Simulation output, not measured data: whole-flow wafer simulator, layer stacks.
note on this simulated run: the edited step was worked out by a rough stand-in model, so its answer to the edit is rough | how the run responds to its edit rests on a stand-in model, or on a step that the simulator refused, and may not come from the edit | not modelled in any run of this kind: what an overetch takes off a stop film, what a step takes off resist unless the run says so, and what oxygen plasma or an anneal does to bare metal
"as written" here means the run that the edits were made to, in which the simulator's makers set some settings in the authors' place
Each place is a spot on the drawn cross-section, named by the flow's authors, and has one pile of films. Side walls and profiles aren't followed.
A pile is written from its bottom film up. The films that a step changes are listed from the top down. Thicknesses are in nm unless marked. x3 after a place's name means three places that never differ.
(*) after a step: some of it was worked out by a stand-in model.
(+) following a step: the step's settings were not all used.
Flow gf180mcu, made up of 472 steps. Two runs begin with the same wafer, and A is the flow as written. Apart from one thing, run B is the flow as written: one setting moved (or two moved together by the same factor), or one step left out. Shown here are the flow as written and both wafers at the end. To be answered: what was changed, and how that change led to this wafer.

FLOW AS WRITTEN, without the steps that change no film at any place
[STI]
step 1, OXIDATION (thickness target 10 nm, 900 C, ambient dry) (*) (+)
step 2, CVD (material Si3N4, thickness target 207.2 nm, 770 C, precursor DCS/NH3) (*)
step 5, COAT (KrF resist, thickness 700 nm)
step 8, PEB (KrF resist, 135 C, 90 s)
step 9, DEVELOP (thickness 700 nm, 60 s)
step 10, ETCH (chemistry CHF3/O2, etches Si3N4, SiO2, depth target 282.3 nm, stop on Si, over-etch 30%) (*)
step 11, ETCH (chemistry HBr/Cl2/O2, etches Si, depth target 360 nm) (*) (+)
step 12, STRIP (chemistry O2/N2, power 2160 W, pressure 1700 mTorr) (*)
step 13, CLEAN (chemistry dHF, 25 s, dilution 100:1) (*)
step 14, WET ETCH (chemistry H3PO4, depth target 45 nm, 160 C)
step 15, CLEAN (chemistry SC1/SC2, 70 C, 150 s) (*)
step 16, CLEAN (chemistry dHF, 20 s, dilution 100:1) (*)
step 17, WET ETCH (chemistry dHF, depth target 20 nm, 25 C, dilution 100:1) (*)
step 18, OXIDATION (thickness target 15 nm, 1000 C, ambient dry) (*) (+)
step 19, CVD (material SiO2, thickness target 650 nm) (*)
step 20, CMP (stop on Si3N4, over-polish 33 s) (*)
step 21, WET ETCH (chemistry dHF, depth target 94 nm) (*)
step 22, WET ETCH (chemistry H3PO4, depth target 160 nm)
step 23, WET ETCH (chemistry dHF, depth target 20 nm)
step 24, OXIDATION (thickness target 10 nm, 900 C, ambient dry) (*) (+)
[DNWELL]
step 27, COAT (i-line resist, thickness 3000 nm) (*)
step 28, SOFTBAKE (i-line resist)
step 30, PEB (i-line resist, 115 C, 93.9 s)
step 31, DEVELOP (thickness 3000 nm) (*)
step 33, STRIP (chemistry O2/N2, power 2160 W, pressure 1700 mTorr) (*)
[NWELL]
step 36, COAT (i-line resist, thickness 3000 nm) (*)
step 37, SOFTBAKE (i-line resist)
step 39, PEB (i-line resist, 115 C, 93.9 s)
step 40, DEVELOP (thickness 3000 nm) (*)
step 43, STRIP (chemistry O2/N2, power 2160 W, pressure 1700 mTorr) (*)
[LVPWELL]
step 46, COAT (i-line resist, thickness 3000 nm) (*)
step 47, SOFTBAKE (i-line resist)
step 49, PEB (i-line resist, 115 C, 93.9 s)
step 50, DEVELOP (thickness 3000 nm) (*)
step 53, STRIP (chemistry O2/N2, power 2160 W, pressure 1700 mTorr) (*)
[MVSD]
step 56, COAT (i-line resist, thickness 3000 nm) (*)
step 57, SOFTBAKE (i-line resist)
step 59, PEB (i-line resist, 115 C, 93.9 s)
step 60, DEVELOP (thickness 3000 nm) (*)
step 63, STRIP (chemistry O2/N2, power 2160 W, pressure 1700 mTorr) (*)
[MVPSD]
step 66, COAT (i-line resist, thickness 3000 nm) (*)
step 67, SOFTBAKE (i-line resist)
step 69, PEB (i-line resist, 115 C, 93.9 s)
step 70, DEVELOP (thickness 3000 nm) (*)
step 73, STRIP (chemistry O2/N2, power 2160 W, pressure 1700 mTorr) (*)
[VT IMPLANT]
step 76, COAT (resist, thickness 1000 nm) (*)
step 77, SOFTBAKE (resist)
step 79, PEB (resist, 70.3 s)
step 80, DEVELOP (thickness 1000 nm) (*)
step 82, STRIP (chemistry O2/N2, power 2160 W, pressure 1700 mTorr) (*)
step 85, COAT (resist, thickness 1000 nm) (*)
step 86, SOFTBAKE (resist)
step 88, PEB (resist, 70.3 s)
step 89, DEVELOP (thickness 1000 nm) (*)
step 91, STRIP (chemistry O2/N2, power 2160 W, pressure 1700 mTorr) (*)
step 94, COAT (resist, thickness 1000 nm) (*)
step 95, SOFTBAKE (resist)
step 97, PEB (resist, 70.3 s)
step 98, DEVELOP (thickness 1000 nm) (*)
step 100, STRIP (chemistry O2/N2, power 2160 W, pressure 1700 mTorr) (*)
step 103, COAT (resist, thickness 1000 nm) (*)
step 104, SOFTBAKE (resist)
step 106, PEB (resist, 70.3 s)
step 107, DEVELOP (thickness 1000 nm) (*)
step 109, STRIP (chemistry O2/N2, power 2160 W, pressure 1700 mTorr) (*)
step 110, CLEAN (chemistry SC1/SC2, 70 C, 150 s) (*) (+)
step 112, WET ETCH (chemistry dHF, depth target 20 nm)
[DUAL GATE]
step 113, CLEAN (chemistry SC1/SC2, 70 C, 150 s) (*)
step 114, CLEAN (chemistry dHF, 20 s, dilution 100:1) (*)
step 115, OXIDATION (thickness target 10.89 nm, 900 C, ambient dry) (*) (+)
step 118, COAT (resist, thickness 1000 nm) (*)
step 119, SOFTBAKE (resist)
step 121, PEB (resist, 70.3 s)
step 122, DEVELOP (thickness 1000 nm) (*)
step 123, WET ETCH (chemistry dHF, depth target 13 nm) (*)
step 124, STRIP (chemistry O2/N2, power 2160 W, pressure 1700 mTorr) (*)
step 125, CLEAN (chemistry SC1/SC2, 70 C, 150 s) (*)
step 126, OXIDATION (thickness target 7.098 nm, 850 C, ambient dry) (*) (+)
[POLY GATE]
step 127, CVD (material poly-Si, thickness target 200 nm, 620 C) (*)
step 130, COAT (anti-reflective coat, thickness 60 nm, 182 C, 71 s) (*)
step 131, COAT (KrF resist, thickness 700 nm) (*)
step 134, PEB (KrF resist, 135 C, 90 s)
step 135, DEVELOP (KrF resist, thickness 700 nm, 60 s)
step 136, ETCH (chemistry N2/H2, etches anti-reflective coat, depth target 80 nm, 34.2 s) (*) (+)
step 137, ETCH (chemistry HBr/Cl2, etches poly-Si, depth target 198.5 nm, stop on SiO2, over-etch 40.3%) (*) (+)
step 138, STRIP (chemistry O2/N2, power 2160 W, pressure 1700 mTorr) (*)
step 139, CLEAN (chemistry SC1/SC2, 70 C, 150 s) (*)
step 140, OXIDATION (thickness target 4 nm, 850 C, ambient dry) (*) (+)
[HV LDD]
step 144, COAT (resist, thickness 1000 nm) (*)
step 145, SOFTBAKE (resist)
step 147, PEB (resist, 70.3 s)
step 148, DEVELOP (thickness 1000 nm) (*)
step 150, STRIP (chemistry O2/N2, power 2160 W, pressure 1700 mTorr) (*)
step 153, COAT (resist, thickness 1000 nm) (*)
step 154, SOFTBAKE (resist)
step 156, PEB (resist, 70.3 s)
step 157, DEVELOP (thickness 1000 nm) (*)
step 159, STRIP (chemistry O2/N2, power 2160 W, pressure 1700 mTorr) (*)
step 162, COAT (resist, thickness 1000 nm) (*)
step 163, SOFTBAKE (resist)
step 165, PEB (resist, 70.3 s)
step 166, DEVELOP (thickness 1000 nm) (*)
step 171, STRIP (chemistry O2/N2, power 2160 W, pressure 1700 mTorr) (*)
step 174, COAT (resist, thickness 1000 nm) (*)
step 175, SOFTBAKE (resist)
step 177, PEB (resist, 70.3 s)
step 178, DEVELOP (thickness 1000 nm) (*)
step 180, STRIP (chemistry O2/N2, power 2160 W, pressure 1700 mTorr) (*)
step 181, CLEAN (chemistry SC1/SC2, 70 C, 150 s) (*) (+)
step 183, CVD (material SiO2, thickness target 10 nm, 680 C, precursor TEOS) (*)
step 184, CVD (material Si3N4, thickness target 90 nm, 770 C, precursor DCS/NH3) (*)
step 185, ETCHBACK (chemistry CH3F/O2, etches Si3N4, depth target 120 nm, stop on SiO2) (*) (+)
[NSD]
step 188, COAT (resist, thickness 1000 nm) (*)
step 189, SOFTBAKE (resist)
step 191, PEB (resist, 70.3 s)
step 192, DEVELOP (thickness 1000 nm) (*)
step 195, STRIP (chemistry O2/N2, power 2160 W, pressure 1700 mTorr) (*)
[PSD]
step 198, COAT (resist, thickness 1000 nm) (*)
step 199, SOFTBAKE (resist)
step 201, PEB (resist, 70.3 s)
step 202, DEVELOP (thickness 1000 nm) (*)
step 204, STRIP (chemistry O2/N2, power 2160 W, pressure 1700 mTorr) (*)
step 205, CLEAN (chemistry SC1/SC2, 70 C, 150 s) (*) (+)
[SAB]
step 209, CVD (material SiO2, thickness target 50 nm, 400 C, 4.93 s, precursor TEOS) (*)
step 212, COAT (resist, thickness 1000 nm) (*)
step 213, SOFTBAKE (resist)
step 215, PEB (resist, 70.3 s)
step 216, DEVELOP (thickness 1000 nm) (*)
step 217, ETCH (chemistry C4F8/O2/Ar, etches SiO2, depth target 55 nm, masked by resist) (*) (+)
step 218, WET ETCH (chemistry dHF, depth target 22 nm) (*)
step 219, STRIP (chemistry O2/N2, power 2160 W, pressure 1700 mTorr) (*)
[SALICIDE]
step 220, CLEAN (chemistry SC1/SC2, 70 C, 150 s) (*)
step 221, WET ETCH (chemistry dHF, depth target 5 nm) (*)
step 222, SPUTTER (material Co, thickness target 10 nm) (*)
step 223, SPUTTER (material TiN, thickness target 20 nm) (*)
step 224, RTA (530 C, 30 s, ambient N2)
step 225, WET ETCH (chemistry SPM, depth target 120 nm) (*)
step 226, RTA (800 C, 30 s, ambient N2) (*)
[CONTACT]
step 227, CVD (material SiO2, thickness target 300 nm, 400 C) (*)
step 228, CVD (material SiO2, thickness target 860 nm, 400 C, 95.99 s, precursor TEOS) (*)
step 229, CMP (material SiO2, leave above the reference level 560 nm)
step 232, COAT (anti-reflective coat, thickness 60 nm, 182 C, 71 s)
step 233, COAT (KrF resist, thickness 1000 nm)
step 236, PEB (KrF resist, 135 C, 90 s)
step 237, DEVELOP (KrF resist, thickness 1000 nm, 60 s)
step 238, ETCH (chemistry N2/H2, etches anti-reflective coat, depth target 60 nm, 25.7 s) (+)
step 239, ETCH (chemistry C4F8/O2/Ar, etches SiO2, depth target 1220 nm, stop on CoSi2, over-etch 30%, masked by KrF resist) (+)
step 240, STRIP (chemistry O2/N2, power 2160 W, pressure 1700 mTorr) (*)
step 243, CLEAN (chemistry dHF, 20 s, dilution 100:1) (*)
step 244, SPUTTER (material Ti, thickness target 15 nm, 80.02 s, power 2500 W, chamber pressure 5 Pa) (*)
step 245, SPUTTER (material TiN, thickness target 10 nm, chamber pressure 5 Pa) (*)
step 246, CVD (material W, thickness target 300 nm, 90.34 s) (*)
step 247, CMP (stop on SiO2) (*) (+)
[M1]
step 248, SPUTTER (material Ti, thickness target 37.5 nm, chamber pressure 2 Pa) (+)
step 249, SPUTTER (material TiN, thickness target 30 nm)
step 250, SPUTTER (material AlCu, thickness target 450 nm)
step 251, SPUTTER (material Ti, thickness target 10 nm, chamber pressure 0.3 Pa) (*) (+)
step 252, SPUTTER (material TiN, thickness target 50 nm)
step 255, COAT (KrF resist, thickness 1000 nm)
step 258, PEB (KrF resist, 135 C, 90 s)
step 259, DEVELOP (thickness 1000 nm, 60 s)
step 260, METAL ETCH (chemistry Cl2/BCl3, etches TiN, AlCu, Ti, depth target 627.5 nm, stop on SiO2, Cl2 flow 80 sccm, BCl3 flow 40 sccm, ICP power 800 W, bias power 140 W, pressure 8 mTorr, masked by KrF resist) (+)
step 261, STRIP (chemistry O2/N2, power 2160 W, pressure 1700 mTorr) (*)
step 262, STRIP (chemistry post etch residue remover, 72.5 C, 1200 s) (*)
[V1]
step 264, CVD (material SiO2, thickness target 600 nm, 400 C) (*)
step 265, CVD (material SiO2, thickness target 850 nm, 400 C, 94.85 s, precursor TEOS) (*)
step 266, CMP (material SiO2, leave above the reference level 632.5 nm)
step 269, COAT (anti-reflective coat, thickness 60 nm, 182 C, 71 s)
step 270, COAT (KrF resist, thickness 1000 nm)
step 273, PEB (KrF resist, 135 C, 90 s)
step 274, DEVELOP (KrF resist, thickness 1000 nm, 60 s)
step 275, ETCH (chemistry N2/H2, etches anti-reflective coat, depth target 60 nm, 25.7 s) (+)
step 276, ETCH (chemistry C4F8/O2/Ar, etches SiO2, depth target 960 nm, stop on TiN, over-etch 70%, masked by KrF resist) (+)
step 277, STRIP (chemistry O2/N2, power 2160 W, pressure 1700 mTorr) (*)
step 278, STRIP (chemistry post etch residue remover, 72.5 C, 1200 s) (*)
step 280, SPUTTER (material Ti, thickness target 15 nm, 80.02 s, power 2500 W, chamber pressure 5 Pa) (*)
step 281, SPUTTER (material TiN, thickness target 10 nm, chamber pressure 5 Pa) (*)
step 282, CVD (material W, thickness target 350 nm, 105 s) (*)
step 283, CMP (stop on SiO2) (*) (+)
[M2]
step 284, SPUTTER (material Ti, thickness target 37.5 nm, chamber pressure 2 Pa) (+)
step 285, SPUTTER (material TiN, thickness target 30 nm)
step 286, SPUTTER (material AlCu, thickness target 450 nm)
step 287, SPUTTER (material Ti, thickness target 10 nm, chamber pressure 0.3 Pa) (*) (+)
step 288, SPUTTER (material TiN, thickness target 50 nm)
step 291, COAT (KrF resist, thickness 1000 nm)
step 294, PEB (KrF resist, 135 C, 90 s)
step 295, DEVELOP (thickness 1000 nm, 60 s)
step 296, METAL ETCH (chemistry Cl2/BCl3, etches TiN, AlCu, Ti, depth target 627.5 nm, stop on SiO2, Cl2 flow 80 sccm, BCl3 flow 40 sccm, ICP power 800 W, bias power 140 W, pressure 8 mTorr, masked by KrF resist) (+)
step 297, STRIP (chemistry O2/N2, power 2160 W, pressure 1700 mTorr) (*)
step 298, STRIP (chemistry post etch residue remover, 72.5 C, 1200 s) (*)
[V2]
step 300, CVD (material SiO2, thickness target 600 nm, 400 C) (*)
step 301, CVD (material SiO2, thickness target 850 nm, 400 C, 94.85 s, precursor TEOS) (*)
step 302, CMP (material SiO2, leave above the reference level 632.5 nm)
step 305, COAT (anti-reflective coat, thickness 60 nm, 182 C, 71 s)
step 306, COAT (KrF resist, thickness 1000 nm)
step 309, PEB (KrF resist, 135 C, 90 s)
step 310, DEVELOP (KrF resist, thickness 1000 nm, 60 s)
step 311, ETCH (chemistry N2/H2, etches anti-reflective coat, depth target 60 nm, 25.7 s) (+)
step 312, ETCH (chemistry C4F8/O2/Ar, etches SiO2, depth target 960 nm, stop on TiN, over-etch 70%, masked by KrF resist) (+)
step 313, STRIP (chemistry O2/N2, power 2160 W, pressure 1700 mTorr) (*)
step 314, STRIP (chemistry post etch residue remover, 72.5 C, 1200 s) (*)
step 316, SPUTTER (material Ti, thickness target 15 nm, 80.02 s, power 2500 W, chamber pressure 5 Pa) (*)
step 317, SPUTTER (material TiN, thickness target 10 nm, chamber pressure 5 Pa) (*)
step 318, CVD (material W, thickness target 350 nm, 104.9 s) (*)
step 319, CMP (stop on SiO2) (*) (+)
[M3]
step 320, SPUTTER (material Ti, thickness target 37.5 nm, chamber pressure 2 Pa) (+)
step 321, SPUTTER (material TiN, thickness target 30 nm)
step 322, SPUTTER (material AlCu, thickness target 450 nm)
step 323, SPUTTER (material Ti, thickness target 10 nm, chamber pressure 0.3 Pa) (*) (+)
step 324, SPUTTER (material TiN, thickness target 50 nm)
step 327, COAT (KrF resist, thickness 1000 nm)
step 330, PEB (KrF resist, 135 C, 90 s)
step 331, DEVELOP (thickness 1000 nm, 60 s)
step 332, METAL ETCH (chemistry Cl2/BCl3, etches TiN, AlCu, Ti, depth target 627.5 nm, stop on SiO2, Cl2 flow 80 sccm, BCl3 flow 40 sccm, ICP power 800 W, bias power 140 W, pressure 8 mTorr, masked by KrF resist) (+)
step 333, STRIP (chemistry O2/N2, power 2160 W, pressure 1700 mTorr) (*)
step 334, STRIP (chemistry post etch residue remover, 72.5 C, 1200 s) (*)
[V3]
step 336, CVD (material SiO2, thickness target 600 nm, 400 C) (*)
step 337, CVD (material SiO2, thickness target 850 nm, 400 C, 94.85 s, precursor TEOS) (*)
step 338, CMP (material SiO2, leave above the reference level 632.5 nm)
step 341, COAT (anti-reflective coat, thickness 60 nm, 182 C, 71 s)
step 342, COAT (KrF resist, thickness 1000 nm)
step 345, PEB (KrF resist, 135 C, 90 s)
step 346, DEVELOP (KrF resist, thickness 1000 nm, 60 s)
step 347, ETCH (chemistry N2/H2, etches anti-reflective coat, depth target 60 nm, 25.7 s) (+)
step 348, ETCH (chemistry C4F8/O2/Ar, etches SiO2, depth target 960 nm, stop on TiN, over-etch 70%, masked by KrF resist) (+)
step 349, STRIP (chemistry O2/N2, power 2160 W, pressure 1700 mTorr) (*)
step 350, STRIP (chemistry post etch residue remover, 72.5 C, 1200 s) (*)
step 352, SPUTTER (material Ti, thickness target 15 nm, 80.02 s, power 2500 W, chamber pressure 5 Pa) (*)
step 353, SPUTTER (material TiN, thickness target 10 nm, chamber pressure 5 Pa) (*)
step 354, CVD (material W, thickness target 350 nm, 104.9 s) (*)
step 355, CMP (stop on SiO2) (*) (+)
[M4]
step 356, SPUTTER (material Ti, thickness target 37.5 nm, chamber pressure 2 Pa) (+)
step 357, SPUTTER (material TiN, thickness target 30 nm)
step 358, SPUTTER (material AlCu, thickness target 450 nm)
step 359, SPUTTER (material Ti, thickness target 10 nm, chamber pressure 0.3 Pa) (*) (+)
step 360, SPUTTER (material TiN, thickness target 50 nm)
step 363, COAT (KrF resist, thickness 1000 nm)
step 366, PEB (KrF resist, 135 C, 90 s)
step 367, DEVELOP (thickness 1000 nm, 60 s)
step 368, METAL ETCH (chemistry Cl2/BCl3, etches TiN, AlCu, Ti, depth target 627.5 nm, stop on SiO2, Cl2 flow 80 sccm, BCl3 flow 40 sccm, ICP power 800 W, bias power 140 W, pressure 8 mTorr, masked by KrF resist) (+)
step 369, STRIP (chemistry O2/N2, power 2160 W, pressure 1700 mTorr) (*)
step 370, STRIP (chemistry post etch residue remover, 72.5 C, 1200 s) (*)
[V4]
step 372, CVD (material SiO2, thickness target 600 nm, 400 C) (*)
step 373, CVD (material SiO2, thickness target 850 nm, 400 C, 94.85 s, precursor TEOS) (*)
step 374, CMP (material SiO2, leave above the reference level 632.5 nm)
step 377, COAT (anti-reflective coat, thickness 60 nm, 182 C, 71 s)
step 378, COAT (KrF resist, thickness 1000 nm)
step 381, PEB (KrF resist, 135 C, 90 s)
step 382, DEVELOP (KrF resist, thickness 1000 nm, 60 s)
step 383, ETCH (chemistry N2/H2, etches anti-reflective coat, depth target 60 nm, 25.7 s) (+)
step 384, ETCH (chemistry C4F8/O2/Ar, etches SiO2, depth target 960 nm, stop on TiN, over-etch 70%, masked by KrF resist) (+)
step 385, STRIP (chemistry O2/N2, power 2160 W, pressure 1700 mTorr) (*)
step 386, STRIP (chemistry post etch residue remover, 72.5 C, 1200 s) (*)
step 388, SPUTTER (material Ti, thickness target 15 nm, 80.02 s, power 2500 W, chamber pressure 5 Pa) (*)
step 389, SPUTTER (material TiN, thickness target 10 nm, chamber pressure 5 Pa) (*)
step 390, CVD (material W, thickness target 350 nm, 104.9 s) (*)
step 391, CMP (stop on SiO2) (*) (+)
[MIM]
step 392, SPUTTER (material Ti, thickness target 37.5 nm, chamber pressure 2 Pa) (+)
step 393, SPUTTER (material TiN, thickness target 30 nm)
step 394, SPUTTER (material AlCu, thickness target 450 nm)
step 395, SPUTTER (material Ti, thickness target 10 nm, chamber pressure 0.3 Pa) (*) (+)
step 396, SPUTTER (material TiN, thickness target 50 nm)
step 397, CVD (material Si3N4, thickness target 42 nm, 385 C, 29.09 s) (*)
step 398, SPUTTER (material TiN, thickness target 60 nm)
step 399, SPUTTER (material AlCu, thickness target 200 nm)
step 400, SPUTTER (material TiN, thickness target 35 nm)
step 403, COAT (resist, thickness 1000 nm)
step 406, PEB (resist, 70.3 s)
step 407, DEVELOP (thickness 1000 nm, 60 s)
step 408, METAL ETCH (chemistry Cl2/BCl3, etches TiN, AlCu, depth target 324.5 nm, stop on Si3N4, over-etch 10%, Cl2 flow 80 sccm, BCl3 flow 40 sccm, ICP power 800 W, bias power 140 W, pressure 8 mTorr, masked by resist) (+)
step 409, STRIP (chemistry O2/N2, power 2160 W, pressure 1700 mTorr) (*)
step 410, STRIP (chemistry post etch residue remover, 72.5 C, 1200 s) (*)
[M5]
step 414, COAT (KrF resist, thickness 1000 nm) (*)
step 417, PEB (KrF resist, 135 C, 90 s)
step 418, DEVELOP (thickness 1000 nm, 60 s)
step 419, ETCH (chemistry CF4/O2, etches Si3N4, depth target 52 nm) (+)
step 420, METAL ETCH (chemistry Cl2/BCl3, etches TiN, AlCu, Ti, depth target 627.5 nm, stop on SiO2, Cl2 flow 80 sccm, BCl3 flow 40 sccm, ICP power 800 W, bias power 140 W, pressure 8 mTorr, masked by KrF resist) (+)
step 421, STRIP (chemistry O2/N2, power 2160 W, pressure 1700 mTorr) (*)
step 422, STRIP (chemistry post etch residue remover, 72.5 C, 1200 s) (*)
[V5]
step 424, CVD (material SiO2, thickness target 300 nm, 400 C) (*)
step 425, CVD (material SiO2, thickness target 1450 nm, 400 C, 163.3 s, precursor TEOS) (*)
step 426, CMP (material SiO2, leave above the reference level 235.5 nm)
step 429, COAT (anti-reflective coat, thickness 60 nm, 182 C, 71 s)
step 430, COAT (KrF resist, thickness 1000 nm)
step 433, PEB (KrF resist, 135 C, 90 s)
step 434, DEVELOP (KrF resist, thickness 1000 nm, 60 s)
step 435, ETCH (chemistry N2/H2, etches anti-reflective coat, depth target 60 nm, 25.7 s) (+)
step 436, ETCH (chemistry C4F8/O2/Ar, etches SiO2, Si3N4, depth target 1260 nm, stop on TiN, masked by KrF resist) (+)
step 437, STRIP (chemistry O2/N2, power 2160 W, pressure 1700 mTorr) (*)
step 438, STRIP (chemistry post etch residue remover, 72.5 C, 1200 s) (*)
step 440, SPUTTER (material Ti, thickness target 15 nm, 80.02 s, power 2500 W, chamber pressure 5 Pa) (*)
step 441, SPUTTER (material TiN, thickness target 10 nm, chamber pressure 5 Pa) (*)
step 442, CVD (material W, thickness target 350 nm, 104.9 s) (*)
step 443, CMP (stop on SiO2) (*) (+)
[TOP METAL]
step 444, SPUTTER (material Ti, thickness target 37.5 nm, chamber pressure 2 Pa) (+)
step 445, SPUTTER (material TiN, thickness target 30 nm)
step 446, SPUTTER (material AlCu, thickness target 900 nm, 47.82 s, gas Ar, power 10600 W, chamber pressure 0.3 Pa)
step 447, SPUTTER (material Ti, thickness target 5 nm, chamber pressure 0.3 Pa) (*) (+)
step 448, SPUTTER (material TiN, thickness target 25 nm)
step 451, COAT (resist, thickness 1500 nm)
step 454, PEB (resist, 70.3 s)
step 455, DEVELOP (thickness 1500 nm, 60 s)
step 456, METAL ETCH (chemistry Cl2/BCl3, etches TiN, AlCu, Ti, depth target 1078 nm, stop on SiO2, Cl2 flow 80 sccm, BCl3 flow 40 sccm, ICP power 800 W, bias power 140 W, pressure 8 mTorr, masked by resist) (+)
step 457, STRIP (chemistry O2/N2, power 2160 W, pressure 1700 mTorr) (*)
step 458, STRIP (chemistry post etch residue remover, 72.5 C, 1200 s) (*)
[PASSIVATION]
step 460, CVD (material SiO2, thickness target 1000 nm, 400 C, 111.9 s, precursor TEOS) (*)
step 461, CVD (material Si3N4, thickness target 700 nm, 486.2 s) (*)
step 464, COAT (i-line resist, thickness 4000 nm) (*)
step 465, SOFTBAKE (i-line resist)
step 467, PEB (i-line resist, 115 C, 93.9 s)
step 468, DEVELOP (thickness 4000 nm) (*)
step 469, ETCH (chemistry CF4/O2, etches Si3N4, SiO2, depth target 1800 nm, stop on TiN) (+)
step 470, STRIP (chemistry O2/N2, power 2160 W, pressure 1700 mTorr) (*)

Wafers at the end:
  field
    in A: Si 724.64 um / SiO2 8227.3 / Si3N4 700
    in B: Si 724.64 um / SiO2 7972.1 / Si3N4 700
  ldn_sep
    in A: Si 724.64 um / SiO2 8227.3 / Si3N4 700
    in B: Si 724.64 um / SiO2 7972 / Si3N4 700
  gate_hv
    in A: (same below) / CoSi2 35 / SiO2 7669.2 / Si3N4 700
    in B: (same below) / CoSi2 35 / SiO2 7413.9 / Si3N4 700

The reason: step 460, CVD: thickness target 740 nm was run, though the flow has thickness target 1000 nm; step 460, CVD: 82.84 s was run, where the flow has 111.9 s.

The path from the change to this, step by step:
  step 460, CVD (material SiO2, thickness target 1000 nm, 400 C, 111.9 s, precursor TEOS) (*)
      field, field__w1, field__w2 and 103 more: A SiO2 gains 1000 | B SiO2 gains 744.8
      field__w8, contact, m1, m1__w1, pad, m1_nw: A SiO2 gains 1000 (new film) | B SiO2 gains 744.8 (new film)
  step 465, SOFTBAKE (i-line resist)
      gate: A i-line resist gains 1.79 | B i-line resist loses 0.3
      field__w11, field__w13: A i-line resist gains 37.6 | B i-line resist gains 31.1
      (and at 58 other places as well)
  step 469, ETCH (chemistry CF4/O2, etches Si3N4, SiO2, depth target 1800 nm, stop on TiN) (+)
      pad: A Si3N4 loses 700 (all of it), SiO2 loses 1000 (all of it) | B Si3N4 loses 700 (all of it), SiO2 loses 744.8 (all of it)
